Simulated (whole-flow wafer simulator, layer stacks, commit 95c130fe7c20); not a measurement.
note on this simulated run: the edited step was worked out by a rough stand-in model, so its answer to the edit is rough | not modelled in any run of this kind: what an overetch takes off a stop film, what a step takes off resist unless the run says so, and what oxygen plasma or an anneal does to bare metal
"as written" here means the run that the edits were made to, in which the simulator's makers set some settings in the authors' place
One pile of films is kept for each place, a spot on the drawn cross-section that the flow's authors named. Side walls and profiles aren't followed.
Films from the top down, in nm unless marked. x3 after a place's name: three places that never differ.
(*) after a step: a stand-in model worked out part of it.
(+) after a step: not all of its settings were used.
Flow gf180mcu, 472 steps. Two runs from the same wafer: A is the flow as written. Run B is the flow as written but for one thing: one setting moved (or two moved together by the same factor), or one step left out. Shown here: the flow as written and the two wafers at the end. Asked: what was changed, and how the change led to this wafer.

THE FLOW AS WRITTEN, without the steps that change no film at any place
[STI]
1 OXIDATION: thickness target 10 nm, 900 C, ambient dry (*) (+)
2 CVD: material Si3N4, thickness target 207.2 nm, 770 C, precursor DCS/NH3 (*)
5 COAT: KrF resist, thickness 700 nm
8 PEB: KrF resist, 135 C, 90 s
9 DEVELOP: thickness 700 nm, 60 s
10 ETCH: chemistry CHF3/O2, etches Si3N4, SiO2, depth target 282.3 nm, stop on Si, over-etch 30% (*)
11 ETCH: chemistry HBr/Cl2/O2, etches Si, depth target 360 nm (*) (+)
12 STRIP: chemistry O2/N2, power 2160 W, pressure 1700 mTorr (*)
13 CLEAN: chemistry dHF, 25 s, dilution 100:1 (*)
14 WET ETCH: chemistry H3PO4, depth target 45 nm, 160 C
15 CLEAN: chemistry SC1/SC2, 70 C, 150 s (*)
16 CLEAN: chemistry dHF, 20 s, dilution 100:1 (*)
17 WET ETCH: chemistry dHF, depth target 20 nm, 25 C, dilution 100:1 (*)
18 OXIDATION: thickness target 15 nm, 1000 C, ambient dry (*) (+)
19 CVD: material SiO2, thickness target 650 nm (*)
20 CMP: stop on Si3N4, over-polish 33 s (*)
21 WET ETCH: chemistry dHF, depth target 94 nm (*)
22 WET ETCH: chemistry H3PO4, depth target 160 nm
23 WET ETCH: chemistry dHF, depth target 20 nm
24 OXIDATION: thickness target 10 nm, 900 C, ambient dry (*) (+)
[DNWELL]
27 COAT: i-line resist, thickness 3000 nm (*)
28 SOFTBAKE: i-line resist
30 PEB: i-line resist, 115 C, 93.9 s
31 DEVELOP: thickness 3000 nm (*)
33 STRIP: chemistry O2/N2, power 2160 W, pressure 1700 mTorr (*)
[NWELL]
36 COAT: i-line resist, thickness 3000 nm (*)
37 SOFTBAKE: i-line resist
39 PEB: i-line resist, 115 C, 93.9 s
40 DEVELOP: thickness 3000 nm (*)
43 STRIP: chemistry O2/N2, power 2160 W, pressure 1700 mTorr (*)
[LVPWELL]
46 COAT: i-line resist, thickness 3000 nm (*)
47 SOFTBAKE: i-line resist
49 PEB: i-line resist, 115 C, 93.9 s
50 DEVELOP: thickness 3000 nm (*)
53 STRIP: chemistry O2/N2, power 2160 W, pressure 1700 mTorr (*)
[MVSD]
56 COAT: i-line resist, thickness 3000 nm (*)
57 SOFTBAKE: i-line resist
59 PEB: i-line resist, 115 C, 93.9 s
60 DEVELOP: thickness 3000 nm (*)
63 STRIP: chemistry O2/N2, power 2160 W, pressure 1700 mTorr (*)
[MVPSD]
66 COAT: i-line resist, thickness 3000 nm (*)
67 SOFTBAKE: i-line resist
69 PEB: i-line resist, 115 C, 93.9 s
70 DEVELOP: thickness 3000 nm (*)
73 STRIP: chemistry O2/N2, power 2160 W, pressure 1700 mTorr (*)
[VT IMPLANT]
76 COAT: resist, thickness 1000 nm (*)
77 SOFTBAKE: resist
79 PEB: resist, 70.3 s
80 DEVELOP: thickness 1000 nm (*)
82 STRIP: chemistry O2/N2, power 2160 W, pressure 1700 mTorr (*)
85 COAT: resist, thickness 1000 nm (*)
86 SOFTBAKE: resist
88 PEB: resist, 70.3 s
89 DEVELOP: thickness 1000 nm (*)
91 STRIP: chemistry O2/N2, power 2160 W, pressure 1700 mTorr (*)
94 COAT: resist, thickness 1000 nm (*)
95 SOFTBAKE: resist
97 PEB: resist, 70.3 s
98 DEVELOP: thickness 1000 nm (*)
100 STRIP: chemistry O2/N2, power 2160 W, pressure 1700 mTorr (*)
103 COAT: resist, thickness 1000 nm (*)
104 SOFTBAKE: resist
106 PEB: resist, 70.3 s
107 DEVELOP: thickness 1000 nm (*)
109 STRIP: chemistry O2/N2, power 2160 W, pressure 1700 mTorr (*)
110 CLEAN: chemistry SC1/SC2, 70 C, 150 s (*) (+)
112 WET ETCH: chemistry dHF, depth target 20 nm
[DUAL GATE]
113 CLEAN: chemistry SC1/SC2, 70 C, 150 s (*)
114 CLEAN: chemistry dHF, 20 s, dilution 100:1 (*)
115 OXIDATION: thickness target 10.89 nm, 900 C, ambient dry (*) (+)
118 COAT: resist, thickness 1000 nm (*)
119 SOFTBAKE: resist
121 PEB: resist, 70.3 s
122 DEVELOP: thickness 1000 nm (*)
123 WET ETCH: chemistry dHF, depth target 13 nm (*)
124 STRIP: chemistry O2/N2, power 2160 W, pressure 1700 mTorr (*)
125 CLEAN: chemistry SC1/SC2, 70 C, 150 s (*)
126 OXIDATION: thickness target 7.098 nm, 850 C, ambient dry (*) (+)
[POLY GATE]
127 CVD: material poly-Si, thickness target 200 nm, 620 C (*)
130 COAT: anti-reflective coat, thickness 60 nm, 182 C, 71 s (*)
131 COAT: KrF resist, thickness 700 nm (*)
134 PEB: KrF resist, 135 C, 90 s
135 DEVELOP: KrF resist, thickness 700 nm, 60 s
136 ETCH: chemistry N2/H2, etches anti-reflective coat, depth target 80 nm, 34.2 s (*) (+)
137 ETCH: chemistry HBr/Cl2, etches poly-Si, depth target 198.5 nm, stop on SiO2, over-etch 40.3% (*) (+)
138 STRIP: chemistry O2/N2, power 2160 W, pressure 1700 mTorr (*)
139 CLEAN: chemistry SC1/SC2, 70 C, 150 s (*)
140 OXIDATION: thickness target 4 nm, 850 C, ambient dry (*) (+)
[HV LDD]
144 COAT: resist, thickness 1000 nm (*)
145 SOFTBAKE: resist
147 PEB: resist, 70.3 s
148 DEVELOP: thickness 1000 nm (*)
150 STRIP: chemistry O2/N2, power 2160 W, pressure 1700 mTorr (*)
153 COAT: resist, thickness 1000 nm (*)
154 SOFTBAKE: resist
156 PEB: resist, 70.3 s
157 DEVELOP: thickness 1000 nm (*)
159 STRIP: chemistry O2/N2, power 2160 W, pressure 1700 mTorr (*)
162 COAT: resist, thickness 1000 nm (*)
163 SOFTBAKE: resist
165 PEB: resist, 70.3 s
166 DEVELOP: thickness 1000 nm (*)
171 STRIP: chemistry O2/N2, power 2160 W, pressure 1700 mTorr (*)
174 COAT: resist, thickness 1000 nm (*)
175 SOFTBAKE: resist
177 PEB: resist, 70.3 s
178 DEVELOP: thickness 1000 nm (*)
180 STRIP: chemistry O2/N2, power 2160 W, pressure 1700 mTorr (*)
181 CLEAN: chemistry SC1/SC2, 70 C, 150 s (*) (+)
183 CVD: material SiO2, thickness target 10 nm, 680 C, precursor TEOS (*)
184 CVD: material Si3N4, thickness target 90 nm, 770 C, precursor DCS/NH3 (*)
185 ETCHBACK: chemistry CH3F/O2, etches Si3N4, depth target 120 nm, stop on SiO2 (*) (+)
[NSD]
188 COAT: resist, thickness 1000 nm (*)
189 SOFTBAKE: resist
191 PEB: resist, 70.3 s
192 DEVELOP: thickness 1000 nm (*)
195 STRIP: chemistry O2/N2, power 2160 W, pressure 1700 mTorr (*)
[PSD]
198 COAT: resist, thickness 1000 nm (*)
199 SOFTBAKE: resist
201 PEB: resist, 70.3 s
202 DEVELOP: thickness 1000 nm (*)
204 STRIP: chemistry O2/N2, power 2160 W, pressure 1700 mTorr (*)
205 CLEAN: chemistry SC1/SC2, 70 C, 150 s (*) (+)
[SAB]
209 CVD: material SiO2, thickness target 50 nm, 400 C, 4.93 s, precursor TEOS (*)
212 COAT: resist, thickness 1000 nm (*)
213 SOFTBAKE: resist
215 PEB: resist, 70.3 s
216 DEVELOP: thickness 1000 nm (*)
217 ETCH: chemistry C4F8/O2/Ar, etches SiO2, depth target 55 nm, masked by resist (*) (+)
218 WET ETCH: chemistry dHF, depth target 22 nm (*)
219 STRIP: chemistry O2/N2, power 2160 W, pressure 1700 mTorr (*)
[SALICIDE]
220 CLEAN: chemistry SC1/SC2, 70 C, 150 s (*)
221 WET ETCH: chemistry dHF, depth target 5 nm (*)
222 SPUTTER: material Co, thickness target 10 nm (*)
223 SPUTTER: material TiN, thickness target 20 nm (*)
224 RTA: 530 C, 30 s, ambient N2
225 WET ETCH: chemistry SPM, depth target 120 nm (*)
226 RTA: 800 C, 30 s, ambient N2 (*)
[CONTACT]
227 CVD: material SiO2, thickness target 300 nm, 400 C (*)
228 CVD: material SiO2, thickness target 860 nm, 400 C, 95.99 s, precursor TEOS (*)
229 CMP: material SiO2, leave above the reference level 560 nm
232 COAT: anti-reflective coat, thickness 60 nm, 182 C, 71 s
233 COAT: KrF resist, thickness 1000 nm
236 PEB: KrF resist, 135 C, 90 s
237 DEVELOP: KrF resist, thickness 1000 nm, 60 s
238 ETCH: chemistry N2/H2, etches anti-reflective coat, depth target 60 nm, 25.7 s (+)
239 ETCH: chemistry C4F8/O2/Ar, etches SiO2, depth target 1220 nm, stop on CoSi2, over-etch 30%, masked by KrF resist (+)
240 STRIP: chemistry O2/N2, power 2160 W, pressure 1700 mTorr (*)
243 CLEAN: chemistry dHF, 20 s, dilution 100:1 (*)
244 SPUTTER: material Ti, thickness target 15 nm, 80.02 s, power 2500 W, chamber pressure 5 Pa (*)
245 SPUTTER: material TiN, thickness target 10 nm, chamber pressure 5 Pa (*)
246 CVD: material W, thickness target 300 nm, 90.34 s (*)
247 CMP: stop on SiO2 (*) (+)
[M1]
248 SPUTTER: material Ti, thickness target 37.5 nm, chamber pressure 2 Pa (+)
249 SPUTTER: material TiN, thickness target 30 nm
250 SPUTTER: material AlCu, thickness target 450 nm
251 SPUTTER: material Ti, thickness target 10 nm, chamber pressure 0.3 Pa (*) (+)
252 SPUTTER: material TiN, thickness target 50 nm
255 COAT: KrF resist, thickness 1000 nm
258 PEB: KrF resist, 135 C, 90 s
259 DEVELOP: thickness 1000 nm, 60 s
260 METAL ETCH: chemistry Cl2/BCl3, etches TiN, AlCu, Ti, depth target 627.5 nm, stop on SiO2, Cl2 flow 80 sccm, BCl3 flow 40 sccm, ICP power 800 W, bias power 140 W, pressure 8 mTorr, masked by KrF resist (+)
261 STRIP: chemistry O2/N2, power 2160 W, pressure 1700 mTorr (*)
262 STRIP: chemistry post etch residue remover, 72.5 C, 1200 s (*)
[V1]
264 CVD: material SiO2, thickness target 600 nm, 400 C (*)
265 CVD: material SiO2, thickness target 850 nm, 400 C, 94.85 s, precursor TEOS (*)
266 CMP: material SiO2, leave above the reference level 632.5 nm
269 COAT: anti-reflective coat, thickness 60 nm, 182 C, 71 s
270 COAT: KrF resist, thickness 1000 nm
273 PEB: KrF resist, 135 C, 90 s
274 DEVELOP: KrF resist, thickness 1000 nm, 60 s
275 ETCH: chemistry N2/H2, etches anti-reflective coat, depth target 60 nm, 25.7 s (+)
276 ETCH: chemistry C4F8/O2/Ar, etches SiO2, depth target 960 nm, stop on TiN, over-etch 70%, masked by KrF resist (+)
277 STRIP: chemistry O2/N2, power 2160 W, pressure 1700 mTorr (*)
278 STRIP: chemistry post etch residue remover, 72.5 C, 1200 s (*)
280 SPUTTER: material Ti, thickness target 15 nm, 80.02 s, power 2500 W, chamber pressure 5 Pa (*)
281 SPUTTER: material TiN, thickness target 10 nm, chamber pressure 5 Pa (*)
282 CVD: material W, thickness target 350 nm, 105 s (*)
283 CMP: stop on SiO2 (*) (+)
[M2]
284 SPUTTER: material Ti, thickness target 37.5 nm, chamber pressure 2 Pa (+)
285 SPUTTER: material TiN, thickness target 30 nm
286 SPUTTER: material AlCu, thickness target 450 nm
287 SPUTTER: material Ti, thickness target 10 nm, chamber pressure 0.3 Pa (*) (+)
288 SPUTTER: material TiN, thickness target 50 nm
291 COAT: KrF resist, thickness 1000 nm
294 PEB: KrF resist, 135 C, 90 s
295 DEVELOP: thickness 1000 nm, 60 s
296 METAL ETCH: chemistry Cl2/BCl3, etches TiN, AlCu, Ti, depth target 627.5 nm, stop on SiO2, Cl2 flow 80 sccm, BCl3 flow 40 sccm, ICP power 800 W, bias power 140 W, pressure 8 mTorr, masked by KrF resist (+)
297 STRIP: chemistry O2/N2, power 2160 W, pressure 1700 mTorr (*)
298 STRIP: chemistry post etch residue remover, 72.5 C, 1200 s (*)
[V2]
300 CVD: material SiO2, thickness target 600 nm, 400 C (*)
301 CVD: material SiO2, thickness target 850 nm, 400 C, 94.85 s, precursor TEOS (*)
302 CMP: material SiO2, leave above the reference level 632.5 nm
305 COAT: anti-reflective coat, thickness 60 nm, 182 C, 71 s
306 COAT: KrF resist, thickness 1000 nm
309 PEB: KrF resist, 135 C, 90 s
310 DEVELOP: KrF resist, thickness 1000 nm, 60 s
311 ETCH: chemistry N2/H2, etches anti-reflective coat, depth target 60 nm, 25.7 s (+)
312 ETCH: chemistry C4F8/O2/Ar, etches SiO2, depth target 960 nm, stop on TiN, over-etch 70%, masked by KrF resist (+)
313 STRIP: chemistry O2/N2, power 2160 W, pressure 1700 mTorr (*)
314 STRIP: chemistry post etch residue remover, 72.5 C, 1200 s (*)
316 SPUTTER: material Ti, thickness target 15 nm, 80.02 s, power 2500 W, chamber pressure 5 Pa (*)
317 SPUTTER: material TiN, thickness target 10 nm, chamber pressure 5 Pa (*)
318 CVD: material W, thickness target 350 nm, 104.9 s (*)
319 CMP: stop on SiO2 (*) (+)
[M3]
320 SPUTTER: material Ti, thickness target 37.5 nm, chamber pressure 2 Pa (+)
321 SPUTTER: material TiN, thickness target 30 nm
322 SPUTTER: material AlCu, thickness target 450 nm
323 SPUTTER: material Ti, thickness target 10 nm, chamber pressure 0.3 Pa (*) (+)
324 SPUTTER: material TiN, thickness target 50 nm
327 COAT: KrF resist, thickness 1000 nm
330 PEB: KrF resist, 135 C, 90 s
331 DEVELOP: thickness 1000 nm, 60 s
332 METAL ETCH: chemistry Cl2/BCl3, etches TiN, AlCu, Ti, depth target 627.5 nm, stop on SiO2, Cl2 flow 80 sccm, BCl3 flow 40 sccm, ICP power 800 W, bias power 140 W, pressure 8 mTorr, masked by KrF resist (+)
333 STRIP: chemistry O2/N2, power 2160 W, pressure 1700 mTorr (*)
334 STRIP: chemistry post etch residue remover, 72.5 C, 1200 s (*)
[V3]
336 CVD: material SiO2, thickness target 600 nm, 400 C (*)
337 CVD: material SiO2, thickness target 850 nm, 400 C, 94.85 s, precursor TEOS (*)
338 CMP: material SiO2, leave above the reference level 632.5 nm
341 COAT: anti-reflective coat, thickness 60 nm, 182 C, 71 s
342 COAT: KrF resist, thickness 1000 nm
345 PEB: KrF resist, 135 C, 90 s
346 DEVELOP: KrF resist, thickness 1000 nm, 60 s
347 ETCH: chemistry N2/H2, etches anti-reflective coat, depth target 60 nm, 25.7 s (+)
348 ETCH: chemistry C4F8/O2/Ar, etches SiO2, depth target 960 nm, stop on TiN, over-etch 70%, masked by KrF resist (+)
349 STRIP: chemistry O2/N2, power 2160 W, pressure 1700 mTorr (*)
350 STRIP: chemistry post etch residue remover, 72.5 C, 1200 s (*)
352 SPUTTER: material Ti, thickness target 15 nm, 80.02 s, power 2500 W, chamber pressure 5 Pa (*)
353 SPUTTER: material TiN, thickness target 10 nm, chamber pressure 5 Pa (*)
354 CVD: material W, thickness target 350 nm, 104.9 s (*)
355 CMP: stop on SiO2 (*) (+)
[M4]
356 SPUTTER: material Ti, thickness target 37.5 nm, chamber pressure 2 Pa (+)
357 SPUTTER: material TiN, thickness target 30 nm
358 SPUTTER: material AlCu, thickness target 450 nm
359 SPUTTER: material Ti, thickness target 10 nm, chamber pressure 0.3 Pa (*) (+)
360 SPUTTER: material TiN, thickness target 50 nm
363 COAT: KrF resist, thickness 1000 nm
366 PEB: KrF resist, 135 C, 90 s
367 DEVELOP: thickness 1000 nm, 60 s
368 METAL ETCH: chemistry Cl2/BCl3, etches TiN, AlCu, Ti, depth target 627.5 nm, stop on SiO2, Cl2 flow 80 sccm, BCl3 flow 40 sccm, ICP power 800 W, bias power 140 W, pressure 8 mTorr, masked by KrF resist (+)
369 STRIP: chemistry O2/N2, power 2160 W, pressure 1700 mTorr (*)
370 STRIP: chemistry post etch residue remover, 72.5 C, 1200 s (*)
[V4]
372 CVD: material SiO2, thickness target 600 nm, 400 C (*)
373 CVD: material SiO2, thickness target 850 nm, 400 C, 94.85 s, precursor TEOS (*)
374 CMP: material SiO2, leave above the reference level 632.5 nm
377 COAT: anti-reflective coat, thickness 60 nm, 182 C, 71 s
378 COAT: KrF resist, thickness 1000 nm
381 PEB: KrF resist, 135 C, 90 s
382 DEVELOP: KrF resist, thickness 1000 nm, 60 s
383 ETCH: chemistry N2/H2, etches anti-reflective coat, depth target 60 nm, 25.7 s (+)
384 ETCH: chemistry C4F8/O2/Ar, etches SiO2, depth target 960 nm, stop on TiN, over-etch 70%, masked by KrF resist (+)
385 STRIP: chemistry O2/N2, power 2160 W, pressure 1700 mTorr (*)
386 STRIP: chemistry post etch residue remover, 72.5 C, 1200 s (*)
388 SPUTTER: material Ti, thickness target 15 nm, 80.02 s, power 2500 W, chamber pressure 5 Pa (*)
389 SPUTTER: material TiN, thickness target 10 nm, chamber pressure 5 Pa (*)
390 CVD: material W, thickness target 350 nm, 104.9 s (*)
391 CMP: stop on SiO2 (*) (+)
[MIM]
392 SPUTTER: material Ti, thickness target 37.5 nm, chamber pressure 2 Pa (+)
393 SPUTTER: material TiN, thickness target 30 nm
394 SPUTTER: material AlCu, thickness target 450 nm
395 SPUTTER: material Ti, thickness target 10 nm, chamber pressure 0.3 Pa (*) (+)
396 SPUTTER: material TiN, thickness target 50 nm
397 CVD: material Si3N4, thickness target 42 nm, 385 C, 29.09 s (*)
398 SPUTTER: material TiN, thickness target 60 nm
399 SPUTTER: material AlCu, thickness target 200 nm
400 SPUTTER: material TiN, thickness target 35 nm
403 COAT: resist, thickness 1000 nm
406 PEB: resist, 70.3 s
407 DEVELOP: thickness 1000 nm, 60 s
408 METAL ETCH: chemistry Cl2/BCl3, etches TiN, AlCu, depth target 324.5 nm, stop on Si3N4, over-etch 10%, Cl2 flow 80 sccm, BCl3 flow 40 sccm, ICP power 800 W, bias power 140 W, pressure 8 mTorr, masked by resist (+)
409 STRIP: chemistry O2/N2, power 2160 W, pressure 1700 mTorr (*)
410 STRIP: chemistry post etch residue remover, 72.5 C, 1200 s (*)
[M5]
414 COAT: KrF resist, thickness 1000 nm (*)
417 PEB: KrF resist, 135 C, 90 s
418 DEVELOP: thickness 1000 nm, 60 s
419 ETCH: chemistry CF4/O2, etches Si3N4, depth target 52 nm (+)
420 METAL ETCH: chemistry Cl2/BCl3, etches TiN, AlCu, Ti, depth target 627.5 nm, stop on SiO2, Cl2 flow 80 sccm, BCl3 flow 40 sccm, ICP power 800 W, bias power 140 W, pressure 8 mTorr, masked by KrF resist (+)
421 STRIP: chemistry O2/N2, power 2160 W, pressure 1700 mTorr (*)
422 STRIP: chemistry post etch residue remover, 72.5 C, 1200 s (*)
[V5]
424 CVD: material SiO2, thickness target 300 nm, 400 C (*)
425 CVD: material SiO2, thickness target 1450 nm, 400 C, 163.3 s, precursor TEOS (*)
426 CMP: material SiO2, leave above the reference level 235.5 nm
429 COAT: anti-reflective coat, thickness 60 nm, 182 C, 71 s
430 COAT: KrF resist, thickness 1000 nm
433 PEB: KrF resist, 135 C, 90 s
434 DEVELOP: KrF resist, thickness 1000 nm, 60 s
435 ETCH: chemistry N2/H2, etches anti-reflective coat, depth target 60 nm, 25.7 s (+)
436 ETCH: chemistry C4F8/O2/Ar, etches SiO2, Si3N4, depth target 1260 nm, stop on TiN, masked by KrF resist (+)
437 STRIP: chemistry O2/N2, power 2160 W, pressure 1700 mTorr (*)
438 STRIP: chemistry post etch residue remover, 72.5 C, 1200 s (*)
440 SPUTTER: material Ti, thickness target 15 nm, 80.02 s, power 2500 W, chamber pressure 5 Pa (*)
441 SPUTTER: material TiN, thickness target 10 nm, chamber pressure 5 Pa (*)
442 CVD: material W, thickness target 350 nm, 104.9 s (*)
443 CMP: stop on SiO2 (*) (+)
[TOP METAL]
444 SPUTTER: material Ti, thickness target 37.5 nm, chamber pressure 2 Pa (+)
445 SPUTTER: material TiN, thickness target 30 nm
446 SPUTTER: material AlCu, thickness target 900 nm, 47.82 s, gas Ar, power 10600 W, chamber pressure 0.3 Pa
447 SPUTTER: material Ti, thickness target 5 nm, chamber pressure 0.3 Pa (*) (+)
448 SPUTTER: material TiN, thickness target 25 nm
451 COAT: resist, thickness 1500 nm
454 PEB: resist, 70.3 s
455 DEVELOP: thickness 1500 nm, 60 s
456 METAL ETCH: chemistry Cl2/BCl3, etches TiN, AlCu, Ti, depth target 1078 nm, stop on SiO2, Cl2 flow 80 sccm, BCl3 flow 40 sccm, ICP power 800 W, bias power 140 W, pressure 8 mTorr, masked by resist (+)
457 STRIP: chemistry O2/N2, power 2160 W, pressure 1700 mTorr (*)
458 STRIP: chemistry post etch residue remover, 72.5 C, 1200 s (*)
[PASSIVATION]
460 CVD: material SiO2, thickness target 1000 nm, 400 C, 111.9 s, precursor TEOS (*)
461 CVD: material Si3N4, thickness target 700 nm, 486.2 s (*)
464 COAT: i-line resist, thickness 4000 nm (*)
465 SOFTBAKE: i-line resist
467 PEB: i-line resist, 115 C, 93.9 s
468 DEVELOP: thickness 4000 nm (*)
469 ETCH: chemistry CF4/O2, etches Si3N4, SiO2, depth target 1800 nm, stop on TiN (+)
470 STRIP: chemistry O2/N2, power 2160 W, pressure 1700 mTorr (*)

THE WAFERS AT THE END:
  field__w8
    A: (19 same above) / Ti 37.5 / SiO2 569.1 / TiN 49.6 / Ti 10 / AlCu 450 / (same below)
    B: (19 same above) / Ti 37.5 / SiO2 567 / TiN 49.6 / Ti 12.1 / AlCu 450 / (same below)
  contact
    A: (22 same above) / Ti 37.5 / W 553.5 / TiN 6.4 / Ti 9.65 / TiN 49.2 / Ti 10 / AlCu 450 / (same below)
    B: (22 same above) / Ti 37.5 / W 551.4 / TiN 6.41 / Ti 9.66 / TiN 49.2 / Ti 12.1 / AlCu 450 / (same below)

The cause: step 323, SPUTTER: thickness target 12.1 nm was run, where the flow has thickness target 10 nm.
It can be read off the wafer: field__w8 has Ti 12.1, and step 323 as written asks for 10 nm.

How the change led to this, step by step:
  323 SPUTTER: material Ti, thickness target 10 nm, chamber pressure 0.3 Pa (*) (+)
      field, field__w1, field__w2 and 108 more: A Ti +10 (new film) | B Ti +12.1 (new film)
  332 METAL ETCH: chemistry Cl2/BCl3, etches TiN, AlCu, Ti, depth target 627.5 nm, stop on SiO2, Cl2 flow 80 sccm, BCl3 flow 40 sccm, ICP power 800 W, bias power 140 W, pressure 8 mTorr, masked by KrF resist (+)
      field, field__w1, field__w2 and 103 more: A TiN -50 (all of it), Ti -10 (all of it), AlCu -450 (all of it), TiN -30 (all of it), Ti -37.5 (all of it) | B TiN -50 (all of it), Ti -12.1 (all of it), AlCu -450 (all of it), TiN -30 (all of it), Ti -37.5 (all of it)
